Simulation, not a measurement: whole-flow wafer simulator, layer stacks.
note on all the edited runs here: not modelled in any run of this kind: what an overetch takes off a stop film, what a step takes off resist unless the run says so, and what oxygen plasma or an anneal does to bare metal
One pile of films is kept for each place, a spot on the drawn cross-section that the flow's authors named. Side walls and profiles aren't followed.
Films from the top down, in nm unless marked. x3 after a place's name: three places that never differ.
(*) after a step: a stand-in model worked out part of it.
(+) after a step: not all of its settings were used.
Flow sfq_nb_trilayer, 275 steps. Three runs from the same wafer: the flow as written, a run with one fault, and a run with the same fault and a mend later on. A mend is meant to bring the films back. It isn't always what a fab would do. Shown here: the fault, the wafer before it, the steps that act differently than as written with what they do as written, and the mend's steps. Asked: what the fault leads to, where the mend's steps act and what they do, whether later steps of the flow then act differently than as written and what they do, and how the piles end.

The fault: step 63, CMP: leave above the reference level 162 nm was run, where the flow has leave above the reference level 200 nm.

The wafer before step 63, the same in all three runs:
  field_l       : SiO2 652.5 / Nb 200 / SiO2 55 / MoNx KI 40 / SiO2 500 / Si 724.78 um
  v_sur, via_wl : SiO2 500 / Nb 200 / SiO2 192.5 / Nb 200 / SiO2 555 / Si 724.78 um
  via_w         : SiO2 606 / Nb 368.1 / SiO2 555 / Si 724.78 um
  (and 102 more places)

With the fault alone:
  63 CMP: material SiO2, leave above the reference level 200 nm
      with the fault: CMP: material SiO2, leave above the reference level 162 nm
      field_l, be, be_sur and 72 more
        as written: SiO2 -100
        with the fault: SiO2 -138
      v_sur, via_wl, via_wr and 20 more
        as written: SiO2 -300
        with the fault: SiO2 -338
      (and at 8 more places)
  Later steps of the flow that act differently than as written (4 more steps differ only slightly, by at most 2% or 0.5 nm, whichever is larger, and aren't shown):
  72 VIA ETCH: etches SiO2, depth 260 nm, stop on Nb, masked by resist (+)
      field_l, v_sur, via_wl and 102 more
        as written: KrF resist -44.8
        with the fault: KrF resist -41.9
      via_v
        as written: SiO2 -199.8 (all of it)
        with the fault: SiO2 -161.8 (all of it)
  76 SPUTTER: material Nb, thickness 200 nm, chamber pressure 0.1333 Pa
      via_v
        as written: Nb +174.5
        with the fault: Nb +182.3
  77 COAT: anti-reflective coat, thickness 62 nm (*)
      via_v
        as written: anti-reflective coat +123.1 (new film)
        with the fault: anti-reflective coat +113.5 (new film)
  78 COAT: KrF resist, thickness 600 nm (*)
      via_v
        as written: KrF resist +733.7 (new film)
        with the fault: KrF resist +703.4 (new film)
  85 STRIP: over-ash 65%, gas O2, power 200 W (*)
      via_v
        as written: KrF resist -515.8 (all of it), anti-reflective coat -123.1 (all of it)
        with the fault: KrF resist -485.5 (all of it), anti-reflective coat -113.5 (all of it)
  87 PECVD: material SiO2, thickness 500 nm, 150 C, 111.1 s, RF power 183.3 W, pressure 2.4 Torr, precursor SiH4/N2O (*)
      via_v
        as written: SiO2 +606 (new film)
        with the fault: SiO2 +535.7 (new film)
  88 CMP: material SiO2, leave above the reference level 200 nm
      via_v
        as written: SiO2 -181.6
        with the fault: SiO2 -157.1
  At the end the piles differ from the flow's by more than 2% or 0.5 nm, whichever is larger, at v_sur, via_wl, via_w and 74 more.
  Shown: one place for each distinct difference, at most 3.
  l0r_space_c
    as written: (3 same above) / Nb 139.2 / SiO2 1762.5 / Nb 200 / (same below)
    with the fault: (3 same above) / Nb 139.2 / SiO2 1724.5 / Nb 200 / (same below)
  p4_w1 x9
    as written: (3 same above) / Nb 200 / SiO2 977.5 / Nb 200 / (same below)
    with the fault: (3 same above) / Nb 200 / SiO2 939.5 / Nb 200 / (same below)
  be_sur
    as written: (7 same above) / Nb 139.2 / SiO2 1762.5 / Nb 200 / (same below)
    with the fault: (7 same above) / Nb 139.2 / SiO2 1724.5 / Nb 200 / (same below)

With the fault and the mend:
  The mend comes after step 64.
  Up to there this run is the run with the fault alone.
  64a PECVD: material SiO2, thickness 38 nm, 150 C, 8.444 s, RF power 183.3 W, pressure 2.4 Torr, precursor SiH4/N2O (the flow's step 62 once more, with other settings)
      field_l, v_sur, via_wl and 103 more
        SiO2 +38
  No later step of the flow acts differently than as written, at any place that is followed, by more than 2% or 0.5 nm, whichever is larger.
  At the end the piles are the same as the flow's at every place that both follow.
